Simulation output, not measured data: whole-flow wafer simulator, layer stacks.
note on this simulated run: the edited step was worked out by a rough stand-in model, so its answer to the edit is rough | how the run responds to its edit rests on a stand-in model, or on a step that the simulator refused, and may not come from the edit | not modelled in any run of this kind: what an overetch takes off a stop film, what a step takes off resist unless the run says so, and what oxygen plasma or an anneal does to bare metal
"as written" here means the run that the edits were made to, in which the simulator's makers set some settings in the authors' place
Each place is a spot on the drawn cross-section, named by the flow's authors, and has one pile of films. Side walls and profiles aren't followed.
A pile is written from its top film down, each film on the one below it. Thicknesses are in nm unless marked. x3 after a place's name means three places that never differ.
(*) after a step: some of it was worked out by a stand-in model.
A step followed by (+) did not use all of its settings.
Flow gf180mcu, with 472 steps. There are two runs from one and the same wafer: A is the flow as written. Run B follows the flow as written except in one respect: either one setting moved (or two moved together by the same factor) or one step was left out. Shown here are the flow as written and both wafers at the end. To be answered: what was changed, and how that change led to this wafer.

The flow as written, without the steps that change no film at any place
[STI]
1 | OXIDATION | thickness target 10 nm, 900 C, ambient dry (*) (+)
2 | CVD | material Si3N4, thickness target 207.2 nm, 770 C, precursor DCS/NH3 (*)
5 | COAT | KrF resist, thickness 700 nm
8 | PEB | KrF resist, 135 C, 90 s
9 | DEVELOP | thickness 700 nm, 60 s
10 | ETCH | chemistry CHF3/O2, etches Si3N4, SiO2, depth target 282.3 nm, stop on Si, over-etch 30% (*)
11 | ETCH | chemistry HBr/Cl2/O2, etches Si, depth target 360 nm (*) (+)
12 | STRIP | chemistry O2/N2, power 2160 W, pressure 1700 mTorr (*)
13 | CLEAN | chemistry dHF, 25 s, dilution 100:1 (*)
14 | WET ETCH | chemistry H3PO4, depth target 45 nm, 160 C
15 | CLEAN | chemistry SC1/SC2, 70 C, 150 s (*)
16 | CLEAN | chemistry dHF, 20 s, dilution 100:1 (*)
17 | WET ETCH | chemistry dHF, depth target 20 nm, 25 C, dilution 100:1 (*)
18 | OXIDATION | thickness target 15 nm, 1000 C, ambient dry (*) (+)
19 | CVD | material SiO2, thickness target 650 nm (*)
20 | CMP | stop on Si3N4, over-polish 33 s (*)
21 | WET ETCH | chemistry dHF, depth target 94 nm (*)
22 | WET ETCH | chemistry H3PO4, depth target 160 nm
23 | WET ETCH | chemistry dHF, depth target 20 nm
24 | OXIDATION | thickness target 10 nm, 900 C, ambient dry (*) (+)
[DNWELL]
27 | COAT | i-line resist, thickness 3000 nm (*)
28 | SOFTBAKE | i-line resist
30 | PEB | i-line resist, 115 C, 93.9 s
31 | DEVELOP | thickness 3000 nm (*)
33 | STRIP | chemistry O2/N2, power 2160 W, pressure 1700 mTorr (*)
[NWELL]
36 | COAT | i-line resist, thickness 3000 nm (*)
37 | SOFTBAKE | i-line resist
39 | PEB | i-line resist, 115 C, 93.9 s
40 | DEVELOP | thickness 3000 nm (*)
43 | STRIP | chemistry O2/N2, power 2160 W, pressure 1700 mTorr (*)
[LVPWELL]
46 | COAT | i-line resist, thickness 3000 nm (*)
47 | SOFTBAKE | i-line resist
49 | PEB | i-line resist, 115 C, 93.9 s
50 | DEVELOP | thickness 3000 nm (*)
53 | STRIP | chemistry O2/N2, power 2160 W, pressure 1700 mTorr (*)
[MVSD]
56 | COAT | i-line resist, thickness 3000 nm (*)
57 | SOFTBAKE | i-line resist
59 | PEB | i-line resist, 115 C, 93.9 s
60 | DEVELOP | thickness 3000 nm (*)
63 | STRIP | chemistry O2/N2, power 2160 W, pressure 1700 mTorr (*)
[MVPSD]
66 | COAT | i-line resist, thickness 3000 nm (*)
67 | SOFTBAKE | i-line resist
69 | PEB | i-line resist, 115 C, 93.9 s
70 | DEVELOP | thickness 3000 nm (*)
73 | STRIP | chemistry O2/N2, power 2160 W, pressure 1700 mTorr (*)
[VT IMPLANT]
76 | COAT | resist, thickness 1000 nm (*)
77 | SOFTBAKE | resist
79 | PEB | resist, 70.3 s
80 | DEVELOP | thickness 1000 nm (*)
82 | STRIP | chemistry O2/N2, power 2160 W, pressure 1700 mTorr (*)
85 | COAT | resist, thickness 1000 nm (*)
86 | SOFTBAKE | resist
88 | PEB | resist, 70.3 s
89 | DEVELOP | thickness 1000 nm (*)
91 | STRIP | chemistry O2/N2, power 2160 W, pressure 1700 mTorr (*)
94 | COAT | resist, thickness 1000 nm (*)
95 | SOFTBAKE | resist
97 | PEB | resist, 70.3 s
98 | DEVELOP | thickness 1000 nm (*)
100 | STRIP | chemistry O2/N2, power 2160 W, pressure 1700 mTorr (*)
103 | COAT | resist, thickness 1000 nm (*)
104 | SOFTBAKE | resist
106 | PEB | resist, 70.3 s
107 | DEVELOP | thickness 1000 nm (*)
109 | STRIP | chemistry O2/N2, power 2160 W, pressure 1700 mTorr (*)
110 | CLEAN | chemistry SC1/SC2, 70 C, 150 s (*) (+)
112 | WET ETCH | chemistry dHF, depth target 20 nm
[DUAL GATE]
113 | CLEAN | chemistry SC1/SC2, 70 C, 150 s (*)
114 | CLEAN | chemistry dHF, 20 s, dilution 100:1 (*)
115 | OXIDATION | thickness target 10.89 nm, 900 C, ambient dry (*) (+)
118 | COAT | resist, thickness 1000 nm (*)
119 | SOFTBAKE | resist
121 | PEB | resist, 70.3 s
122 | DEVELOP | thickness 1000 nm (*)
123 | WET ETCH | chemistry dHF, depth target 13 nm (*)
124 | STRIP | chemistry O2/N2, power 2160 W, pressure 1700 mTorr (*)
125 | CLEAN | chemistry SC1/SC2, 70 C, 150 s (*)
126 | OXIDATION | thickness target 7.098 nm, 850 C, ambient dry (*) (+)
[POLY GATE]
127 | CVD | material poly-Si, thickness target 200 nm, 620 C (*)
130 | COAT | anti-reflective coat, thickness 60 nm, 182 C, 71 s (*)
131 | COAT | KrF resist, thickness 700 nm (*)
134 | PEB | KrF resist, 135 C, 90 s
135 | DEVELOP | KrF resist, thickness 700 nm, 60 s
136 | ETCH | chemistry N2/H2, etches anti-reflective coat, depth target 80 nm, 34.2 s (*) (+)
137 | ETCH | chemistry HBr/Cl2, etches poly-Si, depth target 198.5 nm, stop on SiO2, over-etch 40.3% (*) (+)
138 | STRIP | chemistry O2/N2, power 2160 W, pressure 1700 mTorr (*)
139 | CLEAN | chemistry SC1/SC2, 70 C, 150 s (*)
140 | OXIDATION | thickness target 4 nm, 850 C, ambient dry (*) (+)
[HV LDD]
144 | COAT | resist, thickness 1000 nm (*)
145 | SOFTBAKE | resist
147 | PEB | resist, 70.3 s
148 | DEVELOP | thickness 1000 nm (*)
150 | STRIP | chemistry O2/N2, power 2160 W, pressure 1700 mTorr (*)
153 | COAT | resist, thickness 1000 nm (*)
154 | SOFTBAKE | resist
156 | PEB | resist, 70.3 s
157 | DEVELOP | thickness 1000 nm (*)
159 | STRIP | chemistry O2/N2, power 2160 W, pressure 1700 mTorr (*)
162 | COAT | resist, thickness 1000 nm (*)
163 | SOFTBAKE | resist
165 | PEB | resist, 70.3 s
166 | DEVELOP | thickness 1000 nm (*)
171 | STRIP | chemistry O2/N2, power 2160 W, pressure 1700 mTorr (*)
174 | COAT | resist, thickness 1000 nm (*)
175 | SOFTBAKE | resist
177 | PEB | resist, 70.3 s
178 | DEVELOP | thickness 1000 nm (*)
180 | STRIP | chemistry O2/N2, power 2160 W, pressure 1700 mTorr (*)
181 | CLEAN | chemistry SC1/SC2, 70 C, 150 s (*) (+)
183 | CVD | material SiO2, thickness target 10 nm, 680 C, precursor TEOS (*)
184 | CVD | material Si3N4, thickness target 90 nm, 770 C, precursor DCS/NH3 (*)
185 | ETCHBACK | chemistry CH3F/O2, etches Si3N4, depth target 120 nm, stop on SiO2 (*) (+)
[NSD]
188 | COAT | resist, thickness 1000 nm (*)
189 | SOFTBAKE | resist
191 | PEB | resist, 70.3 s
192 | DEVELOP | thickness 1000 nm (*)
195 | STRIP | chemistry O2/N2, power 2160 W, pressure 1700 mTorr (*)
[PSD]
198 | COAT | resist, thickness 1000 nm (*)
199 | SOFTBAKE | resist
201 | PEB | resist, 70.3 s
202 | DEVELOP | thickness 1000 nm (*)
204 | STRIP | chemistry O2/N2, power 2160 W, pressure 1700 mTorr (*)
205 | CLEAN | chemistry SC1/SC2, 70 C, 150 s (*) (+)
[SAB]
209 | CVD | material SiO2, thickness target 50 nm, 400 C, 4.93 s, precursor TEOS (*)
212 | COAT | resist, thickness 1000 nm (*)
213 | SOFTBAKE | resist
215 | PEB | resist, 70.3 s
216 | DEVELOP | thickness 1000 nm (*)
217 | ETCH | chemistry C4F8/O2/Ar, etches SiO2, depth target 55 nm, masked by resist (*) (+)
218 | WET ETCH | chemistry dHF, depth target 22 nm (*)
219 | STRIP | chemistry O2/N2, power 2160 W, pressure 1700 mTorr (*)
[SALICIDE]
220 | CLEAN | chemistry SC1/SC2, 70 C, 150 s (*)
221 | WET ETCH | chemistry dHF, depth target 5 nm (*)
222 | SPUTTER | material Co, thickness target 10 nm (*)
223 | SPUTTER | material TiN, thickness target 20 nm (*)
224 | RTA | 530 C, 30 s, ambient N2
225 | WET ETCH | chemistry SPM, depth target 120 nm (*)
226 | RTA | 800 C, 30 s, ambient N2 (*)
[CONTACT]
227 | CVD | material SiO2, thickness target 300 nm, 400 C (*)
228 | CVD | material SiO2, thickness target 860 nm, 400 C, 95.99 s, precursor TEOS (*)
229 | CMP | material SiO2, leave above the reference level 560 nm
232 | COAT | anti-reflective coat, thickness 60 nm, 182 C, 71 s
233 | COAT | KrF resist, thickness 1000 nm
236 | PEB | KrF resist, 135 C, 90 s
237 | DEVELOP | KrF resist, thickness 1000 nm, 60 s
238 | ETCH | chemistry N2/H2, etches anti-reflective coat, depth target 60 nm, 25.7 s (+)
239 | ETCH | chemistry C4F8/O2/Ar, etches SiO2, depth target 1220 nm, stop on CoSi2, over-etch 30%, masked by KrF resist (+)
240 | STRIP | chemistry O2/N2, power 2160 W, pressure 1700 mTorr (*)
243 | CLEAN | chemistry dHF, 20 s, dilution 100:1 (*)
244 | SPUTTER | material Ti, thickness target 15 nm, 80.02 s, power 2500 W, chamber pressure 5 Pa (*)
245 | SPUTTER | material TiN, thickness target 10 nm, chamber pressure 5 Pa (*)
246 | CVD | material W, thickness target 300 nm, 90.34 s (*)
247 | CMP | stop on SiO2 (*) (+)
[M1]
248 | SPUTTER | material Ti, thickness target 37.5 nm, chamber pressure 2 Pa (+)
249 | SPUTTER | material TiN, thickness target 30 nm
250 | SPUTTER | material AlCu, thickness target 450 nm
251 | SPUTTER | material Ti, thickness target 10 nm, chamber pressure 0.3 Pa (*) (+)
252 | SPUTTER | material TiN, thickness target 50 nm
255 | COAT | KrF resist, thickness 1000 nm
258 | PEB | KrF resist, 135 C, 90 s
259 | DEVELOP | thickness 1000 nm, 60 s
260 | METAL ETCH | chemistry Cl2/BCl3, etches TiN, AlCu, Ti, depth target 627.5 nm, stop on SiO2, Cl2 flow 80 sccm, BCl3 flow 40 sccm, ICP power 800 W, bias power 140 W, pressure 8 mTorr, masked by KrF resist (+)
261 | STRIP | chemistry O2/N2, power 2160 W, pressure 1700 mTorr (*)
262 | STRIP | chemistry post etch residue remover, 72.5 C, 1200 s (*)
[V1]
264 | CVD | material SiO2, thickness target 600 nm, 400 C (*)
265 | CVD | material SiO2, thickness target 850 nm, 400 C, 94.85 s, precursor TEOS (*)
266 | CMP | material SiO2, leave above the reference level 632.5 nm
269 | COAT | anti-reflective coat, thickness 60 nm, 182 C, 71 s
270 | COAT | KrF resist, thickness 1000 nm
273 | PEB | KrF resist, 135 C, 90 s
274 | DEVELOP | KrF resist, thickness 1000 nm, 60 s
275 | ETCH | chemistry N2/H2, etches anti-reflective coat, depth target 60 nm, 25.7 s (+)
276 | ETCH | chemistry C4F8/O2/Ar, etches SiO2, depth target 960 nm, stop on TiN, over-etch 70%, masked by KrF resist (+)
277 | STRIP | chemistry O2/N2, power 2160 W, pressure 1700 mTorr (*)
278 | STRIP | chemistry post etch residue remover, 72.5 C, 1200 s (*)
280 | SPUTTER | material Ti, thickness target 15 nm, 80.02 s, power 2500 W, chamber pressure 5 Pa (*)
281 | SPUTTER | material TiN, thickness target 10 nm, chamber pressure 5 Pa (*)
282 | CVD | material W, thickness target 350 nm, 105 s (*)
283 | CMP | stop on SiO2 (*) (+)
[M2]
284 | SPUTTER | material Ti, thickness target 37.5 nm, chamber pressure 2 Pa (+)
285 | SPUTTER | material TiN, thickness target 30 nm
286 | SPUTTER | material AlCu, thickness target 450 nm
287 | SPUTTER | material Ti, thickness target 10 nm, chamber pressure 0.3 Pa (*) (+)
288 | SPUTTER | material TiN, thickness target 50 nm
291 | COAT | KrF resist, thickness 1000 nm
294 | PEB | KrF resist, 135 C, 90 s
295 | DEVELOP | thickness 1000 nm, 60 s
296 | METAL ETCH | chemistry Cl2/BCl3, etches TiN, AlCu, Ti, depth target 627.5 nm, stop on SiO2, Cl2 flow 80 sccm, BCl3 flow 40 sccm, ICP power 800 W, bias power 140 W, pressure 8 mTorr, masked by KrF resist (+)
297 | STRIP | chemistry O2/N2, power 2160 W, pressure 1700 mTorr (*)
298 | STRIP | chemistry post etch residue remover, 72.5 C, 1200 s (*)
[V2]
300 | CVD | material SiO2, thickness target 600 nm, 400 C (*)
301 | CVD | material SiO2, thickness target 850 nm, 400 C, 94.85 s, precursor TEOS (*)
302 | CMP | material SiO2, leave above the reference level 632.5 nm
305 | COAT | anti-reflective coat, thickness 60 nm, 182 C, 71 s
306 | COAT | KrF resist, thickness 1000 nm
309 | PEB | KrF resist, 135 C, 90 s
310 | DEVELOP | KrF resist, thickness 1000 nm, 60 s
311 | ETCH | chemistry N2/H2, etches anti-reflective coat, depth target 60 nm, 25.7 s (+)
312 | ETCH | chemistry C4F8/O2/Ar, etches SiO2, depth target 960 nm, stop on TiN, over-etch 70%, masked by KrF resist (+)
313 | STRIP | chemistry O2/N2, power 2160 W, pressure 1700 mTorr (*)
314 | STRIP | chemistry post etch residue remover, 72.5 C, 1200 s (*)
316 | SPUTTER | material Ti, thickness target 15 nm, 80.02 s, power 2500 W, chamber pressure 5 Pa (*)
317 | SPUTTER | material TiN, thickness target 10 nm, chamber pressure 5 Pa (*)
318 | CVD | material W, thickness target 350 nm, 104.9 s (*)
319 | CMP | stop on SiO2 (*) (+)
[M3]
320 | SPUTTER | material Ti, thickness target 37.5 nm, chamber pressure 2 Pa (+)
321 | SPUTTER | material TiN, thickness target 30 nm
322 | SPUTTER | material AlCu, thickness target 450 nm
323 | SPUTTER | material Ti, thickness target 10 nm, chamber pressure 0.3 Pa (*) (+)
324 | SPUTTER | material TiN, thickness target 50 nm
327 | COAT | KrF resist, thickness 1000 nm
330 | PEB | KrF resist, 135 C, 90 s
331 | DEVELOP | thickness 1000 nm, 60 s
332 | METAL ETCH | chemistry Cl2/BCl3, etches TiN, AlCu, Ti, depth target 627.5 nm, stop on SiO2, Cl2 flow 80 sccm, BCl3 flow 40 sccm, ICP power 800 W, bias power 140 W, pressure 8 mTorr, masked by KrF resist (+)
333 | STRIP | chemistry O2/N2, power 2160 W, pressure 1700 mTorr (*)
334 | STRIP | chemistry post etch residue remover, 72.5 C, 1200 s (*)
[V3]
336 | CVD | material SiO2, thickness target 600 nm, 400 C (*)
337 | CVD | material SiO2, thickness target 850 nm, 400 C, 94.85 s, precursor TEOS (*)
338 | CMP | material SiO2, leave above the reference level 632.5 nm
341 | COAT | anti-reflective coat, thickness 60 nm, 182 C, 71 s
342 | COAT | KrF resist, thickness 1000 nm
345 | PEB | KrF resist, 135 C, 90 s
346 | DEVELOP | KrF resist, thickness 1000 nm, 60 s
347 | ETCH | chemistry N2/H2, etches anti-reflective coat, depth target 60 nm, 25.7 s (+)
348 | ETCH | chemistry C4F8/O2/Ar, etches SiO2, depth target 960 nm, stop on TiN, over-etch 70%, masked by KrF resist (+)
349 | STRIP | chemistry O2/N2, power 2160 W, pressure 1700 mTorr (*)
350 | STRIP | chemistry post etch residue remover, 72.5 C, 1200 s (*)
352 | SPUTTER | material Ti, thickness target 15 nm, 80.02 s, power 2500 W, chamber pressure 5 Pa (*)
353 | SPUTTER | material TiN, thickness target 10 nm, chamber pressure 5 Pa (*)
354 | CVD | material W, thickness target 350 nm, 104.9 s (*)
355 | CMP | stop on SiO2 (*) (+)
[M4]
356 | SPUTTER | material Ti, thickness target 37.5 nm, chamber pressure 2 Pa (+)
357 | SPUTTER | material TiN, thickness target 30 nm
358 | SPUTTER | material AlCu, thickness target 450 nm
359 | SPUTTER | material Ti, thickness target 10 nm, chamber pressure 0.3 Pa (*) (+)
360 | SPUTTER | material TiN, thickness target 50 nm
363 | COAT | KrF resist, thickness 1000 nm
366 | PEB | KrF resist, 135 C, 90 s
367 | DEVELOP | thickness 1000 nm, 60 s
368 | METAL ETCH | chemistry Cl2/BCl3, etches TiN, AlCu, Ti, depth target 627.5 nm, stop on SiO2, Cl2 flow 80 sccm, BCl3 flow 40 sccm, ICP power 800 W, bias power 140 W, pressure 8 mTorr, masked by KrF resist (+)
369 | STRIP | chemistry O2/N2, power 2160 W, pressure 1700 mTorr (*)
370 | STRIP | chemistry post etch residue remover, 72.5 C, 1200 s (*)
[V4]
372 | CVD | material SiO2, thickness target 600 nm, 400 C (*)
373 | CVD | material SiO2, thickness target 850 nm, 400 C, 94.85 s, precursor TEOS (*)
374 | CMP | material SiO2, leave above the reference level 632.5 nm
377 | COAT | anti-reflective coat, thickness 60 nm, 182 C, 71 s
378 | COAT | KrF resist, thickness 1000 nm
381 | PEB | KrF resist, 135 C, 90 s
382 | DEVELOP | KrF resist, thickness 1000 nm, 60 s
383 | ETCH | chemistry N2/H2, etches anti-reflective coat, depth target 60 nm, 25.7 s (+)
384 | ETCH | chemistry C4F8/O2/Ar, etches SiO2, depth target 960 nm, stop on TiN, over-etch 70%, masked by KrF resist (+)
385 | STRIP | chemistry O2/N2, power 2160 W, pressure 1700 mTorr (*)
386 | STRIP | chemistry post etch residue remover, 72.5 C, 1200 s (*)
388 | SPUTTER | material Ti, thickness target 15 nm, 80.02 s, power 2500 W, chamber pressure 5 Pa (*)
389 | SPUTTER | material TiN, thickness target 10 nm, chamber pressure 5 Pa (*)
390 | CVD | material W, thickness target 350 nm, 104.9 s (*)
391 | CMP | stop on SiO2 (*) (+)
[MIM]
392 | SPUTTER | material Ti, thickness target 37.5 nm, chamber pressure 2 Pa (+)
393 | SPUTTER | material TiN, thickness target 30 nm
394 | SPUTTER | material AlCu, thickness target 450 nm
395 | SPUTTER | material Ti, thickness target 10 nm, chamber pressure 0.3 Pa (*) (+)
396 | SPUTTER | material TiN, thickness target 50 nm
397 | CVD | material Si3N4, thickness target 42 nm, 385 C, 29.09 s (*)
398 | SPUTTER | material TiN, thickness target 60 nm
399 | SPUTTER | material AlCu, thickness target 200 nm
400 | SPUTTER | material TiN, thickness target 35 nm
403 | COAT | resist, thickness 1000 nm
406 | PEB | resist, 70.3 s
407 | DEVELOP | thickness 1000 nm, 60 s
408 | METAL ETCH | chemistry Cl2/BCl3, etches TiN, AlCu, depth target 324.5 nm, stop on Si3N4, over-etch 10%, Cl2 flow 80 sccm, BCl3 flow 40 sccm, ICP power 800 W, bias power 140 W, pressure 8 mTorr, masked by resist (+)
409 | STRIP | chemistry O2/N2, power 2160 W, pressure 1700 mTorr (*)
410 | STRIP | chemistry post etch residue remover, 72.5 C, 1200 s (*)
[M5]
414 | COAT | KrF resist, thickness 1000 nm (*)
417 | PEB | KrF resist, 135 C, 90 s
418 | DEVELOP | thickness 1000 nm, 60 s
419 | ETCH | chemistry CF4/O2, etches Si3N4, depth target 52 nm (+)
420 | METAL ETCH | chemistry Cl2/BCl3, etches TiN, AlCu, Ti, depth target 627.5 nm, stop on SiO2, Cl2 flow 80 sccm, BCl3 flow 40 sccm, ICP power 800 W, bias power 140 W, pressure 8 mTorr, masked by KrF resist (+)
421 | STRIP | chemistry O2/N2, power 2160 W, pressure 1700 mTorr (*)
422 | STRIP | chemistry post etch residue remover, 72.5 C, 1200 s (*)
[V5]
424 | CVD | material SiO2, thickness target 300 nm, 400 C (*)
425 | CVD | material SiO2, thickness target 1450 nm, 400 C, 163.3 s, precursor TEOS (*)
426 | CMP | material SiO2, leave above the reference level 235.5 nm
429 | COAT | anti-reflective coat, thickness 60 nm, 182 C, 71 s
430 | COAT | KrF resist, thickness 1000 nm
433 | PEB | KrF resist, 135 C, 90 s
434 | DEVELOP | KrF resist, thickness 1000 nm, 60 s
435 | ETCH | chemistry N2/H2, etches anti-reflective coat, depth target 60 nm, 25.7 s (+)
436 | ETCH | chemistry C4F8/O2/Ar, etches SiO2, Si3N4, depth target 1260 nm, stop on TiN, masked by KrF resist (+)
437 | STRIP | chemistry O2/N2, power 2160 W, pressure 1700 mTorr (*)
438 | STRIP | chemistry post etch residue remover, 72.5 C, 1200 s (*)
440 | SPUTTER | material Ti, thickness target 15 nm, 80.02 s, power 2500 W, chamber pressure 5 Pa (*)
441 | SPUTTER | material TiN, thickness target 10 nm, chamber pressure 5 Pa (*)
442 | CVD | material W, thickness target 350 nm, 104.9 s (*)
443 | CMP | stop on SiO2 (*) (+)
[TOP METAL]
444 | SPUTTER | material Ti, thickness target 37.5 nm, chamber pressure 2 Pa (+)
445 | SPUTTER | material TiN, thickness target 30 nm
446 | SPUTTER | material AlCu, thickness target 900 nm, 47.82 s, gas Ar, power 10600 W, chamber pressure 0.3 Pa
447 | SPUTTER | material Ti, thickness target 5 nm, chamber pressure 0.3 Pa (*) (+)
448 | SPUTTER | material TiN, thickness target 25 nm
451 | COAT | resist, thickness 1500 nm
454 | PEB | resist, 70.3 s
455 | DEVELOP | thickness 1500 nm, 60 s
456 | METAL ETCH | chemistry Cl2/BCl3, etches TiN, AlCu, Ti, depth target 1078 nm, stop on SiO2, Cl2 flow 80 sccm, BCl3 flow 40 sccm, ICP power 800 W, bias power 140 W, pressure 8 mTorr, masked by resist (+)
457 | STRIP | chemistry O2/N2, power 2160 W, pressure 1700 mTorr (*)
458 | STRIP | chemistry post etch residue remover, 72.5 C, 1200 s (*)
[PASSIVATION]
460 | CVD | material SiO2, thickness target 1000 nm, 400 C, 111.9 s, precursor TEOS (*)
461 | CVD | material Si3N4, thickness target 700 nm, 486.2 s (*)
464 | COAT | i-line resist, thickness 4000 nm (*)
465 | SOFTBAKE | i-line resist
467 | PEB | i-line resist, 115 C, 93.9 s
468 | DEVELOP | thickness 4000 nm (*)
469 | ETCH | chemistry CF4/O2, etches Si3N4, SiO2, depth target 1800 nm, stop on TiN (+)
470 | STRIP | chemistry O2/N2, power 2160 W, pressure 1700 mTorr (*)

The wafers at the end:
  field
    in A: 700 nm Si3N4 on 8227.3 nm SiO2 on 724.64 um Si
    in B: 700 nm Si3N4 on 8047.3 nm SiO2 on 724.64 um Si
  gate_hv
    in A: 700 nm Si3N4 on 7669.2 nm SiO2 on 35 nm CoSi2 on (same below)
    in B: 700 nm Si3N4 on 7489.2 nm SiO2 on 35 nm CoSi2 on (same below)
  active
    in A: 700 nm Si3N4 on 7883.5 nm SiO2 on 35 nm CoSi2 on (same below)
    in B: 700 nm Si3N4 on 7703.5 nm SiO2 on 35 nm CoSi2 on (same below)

The reason: step 227, CVD: thickness target 120 nm was run, though the flow has thickness target 300 nm.

Step by step, how the change led to this:
  227 | CVD | material SiO2, thickness target 300 nm, 400 C (*)
      field, field__w1, field__w2 and 58 more: A +300 SiO2 | B +120 SiO2
      active, p_well, gate and 47 more: A +300 SiO2 (new film) | B +120 SiO2 (new film)
  228 | CVD | material SiO2, thickness target 860 nm, 400 C, 95.99 s, precursor TEOS (*)
      field__w3, field__w12: A +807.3 SiO2 | B +790.6 SiO2
  229 | CMP | material SiO2, leave above the reference level 560 nm
      ld_drift_p, ld_drn_p: A -425.8 SiO2 | B -437.6 SiO2
      nw_enc_fld_lv__w1, nw_enc_fld_lv__w4: A -332.2 SiO2 | B -323.8 SiO2
      (and at 7 other places as well)
  239 | ETCH | chemistry C4F8/O2/Ar, etches SiO2, depth target 1220 nm, stop on CoSi2, over-etch 30%, masked by KrF resist (+)
      field, field__w1, field__w2 and 105 more: A -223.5 KrF resist | B -176.7 KrF resist
      polyc_n, polyc_p: A -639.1 SiO2 (all of it) | B -459.1 SiO2 (all of it)
      (and at 1 other place as well)
  240 | STRIP | chemistry O2/N2, power 2160 W, pressure 1700 mTorr (*)
      field, field__w1, field__w2 and 105 more: A -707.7 KrF resist (all of it), -60 anti-reflective coat (all of it) | B -754.5 KrF resist (all of it), -60 anti-reflective coat (all of it)
  244 | SPUTTER | material Ti, thickness target 15 nm, 80.02 s, power 2500 W, chamber pressure 5 Pa (*)
      contact: A +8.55 Ti (new film) | B +9.51 Ti (new film)
  245 | SPUTTER | material TiN, thickness target 10 nm, chamber pressure 5 Pa (*)
      contact: A +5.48 TiN (new film) | B +6.08 TiN (new film)
  246 | CVD | material W, thickness target 300 nm, 90.34 s (*)
      polyc_n, polyc_p: A +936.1 W (new film) | B +756.1 W (new film)
      contact: A +1167.5 W (new film) | B +986 W (new film)
